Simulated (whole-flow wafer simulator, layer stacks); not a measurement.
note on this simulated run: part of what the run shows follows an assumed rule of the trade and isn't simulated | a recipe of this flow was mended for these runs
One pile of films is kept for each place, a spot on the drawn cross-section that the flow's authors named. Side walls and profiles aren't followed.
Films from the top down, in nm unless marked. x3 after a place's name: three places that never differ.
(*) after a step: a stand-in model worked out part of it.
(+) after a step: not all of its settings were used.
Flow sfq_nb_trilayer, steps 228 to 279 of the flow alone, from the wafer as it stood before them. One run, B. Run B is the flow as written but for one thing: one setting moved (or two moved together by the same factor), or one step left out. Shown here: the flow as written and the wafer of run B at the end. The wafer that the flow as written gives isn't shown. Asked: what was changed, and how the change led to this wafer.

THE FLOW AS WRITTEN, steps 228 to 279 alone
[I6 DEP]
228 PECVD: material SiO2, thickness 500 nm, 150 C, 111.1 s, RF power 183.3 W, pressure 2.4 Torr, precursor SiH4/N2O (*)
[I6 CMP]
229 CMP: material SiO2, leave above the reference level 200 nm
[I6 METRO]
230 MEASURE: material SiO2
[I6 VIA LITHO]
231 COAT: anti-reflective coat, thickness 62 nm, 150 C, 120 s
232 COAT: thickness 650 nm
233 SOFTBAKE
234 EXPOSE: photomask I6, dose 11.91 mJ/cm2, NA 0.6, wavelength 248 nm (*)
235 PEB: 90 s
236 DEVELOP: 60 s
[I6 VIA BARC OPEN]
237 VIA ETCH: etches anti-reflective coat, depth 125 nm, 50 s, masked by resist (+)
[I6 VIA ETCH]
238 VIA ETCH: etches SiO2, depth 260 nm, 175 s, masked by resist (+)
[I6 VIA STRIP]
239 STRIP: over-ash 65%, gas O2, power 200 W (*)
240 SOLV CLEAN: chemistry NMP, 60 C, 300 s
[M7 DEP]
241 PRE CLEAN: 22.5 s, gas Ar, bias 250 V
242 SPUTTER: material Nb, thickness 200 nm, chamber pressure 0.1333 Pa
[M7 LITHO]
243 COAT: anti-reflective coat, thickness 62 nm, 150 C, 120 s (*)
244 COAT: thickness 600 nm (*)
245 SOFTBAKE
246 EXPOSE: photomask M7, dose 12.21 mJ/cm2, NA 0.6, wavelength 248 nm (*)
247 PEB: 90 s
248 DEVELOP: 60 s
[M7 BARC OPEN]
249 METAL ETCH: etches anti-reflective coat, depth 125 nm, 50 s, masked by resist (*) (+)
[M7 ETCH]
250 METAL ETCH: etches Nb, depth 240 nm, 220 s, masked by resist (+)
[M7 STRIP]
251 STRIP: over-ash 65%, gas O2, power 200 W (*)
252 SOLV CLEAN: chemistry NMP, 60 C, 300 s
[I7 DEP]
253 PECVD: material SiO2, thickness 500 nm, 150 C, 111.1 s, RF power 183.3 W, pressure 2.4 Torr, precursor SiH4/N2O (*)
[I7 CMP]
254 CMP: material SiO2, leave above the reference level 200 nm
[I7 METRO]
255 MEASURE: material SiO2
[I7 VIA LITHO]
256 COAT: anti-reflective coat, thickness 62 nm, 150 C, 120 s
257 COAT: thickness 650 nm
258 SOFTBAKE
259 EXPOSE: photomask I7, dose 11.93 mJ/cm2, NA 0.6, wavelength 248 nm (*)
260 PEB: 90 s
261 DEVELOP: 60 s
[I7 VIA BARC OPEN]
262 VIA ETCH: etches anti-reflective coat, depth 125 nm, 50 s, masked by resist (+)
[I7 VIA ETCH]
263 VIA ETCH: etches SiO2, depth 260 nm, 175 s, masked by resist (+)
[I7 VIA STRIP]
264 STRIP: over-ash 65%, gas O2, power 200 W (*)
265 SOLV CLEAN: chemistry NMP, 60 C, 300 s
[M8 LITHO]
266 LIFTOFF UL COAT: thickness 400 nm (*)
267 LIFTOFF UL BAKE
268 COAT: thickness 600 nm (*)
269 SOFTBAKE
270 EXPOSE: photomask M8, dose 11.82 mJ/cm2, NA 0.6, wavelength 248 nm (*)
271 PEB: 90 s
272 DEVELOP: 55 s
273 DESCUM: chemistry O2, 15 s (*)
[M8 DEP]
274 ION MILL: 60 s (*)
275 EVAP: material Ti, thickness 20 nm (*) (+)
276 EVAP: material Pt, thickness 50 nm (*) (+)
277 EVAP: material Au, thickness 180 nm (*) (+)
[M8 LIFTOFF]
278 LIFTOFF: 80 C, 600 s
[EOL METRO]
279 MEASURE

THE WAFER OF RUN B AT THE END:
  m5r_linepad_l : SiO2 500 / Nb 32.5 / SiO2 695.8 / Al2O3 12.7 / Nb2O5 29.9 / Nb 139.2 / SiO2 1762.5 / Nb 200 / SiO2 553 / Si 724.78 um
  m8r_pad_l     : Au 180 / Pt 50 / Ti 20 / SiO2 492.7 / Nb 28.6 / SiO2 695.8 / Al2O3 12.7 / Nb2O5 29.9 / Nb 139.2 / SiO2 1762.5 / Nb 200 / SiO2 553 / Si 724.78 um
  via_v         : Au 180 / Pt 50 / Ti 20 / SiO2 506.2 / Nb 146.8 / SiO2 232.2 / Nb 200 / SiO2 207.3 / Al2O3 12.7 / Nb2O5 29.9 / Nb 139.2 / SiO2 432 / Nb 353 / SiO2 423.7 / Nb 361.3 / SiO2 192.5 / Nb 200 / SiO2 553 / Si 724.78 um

The cause: step 229, CMP: material SiO2, leave above the reference level 200 nm, was left out.

How the change led to this, step by step:
  231 COAT: anti-reflective coat, thickness 62 nm, 150 C, 120 s
      m0r_line_l, m0r_line_r, m7r_line_l, m7r_line_r: anti-reflective coat +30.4 (new film) (as written it would be: anti-reflective coat +62 (new film))
      m0r_space_l, m0r_space_r, m7r_space_l, m7r_space_r: anti-reflective coat +107.5 (new film) (as written it would be: anti-reflective coat +62 (new film))
      (and at 95 more places)
  232 COAT: thickness 650 nm
      m0r_line_l, m0r_line_r, m7r_line_l, m7r_line_r: KrF-resist-other-grade +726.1 (new film) (as written it would be: KrF-resist-other-grade +650 (new film))
      m5r_line_l, m5r_line_r: KrF-resist-other-grade +705.1 (new film) (as written it would be: KrF-resist-other-grade +650 (new film))
      (and at 68 more places)
  236 DEVELOP: 60 s
      via_v: KrF-resist-other-grade -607 (all of it) (as written it would be: KrF-resist-other-grade -648.6 (all of it))
  237 VIA ETCH: etches anti-reflective coat, depth 125 nm, 50 s, masked by resist (+)
      via_v: anti-reflective coat -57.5 (all of it), SiO2 -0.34 (as written it would be: anti-reflective coat -62 (all of it), SiO2 -0.31)
  238 VIA ETCH: etches SiO2, depth 260 nm, 175 s, masked by resist (+)
      via_v: SiO2 -260 (as written it would be: SiO2 -199.7 (all of it), Nb -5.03)
  239 STRIP: over-ash 65%, gas O2, power 200 W (*)
      m0r_line_l, m0r_line_r, m7r_line_l, m7r_line_r: KrF-resist-other-grade -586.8 (all of it), anti-reflective coat -30.4 (all of it) (as written it would be: KrF-resist-other-grade -510.8 (all of it), anti-reflective coat -62 (all of it))
      m0r_space_l, m0r_space_r, m7r_space_l, m7r_space_r: KrF-resist-other-grade -522.7 (all of it), anti-reflective coat -107.5 (all of it) (as written it would be: KrF-resist-other-grade -510.8 (all of it), anti-reflective coat -62 (all of it))
      (and at 94 more places)
  241 PRE CLEAN: 22.5 s, gas Ar, bias 250 V
      via_v: SiO2 -7.5 (as written it would be: Nb -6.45)
  242 SPUTTER: material Nb, thickness 200 nm, chamber pressure 0.1333 Pa
      via_v: Nb +146.8 (new film) (as written it would be: Nb +159.9)
      lsp_r, l0_sur, l0v: Nb +189.4 (new film) (as written it would be: Nb +200 (new film))
      (and at 6 more places)
  243 COAT: anti-reflective coat, thickness 62 nm, 150 C, 120 s (*)
      m0r_line_l, m0r_line_r, m7r_line_l, m7r_line_r: anti-reflective coat +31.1 (new film) (as written it would be: anti-reflective coat +62 (new film))
      m0r_space_l, m0r_space_r, m7r_space_l, m7r_space_r: anti-reflective coat +108.3 (new film) (as written it would be: anti-reflective coat +62 (new film))
      (and at 94 more places)
  244 COAT: thickness 600 nm (*)
      m0r_line_l, m0r_line_r, m7r_line_l, m7r_line_r: KrF-resist-other-grade +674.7 (new film) (as written it would be: KrF-resist-other-grade +600 (new film))
      m5r_line_l, m5r_line_r: KrF-resist-other-grade +654.4 (new film) (as written it would be: KrF-resist-other-grade +600 (new film))
      (and at 70 more places)
  248 DEVELOP: 60 s
      m0r_line_l, m0r_line_r: KrF-resist-other-grade -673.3 (all of it) (as written it would be: KrF-resist-other-grade -598.7 (all of it))
      m5r_line_l, m5r_line_r: KrF-resist-other-grade -653 (all of it) (as written it would be: KrF-resist-other-grade -598.7 (all of it))
      (and at 37 more places)
  249 METAL ETCH: etches anti-reflective coat, depth 125 nm, 50 s, masked by resist (*) (+)
      wl_c_sl, wl_c_sr, m5r_linepad_l, m5r_linepad_r, r5r_spacepad_l, r5r_spacepad_r, m8r_pad_l, m8r_pad_r: anti-reflective coat -125 (as written it would be: anti-reflective coat -62 (all of it))
      field_l: anti-reflective coat -125 (as written it would be: anti-reflective coat -61.6 (all of it))
      (and at 52 more places)
  250 METAL ETCH: etches Nb, depth 240 nm, 220 s, masked by resist (+)
      m5r_linepad_l, m5r_linepad_r: anti-reflective coat -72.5 (all of it), Nb -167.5 (as written it would be: Nb -200 (all of it), SiO2 -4)
      r5r_spacepad_l, r5r_spacepad_r: anti-reflective coat -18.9 (all of it), Nb -200 (all of it), SiO2 -2.11 (as written it would be: Nb -200 (all of it), SiO2 -4)
      (and at 7 more places)
  251 STRIP: over-ash 65%, gas O2, power 200 W (*)
      m7r_line_l, m7r_line_r: KrF-resist-other-grade -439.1 (all of it), anti-reflective coat -31.1 (all of it) (as written it would be: KrF-resist-other-grade -364.6 (all of it), anti-reflective coat -62 (all of it))
      v_sur: KrF-resist-other-grade -319.6 (all of it), anti-reflective coat -31.9 (all of it) (as written it would be: KrF-resist-other-grade -360.6 (all of it), anti-reflective coat -64.6 (all of it))
      (and at 38 more places)
  253 PECVD: material SiO2, thickness 500 nm, 150 C, 111.1 s, RF power 183.3 W, pressure 2.4 Torr, precursor SiH4/N2O (*)
      m5r_linepad_l, m5r_linepad_r, m8r_pad_l, m8r_pad_r: SiO2 +500 (new film) (as written it would be: SiO2 +500)
      via_v: SiO2 +670.6 (new film) (as written it would be: SiO2 +627.2 (new film))
      (and at 3 more places)
  254 CMP: material SiO2, leave above the reference level 200 nm
      field_l, p4_fl, p4_fm and 53 more: nothing (as written it would be: SiO2 -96)
      field_r, lsp_l: nothing (as written it would be: SiO2 -73.2)
      (and at 28 more places)
  ... 8 more steps ...
  278 LIFTOFF: 80 C, 600 s
      c5j, ce_r: Au -180 (all of it), Pt -50 (all of it), Ti -20 (all of it), KrF-resist-other-grade -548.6 (all of it), lift-off-underlayer -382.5 (all of it) (as written it would be: Au -180 (all of it), Pt -50 (all of it), Ti -20 (all of it), KrF-resist-other-grade -559.7 (all of it), lift-off-underlayer -399.3 (all of it))
      m5r_line_l, m5r_line_r: Au -180 (all of it), Pt -50 (all of it), Ti -20 (all of it), KrF-resist-other-grade -571.2 (all of it), lift-off-underlayer -411.5 (all of it) (as written it would be: Au -180 (all of it), Pt -50 (all of it), Ti -20 (all of it), KrF-resist-other-grade -562.7 (all of it), lift-off-underlayer -400 (all of it))
      (and at 60 more places)
Counting metal films that touch as one body, m5r_linepad_l has 3 bodies (between them, from the top down: SiO2 695.8 / Al2O3 12.7 / Nb2O5 29.9; SiO2 1762.5); the flow as written gives 2 bodies (between them, from the top down: SiO2 1762.5).
Counting metal films that touch as one body, m8r_pad_l has 4 bodies (between them, from the top down: SiO2 492.7; SiO2 695.8 / Al2O3 12.7 / Nb2O5 29.9; SiO2 1762.5); the flow as written gives 3 bodies (between them, from the top down: SiO2 992.6 / Al2O3 12.7 / Nb2O5 29.9; SiO2 1762.5).
Counting metal films that touch as one body, via_v has 7 bodies (between them, from the top down: SiO2 506.2; SiO2 232.2; SiO2 207.3 / Al2O3 12.7 / Nb2O5 29.9; SiO2 432; SiO2 423.7; SiO2 192.5); the flow as written gives 6 bodies (between them, from the top down: SiO2 436.8; SiO2 207.3 / Al2O3 12.7 / Nb2O5 29.9; SiO2 432; SiO2 423.7; SiO2 192.5).
